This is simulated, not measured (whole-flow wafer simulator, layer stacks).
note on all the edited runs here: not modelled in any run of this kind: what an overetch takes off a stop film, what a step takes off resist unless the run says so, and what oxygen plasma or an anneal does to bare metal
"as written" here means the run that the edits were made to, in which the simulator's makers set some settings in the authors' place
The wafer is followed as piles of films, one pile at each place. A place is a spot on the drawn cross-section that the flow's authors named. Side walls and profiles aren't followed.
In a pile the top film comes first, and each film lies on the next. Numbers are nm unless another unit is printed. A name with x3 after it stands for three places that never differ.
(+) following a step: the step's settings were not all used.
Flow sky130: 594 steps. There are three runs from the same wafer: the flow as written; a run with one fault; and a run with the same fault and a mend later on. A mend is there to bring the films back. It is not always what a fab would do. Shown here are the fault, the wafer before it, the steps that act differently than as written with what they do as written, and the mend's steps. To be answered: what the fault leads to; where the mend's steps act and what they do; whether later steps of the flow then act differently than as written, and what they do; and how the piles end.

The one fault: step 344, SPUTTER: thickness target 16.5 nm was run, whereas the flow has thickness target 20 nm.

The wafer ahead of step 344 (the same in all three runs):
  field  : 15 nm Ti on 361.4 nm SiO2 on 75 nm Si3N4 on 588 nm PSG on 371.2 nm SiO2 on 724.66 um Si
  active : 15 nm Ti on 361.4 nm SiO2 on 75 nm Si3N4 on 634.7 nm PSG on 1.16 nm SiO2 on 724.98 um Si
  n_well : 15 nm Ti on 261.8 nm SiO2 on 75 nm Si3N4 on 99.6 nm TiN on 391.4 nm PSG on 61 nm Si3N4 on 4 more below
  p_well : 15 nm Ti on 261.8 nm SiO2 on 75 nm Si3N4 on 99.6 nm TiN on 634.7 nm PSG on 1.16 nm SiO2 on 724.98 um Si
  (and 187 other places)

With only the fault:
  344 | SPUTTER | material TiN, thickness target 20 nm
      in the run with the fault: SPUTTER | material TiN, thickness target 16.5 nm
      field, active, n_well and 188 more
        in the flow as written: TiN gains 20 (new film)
        in the run with the fault: TiN gains 16.5 (new film)
  Steps later in the flow that act otherwise than as written (19 other steps are not shown; they differ only slightly, by no more than 2% or 0.5 nm, whichever is larger):
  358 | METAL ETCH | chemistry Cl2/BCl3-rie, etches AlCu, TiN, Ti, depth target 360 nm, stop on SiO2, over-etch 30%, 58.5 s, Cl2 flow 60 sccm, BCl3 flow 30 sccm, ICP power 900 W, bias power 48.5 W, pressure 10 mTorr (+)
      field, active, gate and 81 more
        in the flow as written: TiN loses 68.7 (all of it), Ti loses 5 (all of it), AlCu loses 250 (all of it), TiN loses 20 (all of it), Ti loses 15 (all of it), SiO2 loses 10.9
        in the run with the fault: TiN loses 68.7 (all of it), Ti loses 5 (all of it), AlCu loses 250 (all of it), TiN loses 16.5 (all of it), Ti loses 15 (all of it), SiO2 loses 11.3
  The piles end different from the flow's at n_well, p_well, gate_hv and 104 more by more than 2% or 0.5 nm, whichever is larger.
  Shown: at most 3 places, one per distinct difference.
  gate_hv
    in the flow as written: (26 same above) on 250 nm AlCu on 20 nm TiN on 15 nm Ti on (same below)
    in the run with the fault: (26 same above) on 250 nm AlCu on 16.5 nm TiN on 15 nm Ti on (same below)
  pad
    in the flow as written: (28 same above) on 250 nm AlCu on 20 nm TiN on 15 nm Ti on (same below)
    in the run with the fault: (28 same above) on 250 nm AlCu on 16.5 nm TiN on 15 nm Ti on (same below)
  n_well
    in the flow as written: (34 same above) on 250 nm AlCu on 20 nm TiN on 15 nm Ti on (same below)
    in the run with the fault: (34 same above) on 250 nm AlCu on 16.5 nm TiN on 15 nm Ti on (same below)

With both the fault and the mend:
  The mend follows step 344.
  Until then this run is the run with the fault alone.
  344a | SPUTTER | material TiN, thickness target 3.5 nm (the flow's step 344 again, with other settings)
      field, active, n_well and 188 more
        TiN gains 3.5
  Every later step of the flow that is run acts as written at every place that is followed.
  The piles end the same as the flow's at every place that both follow.
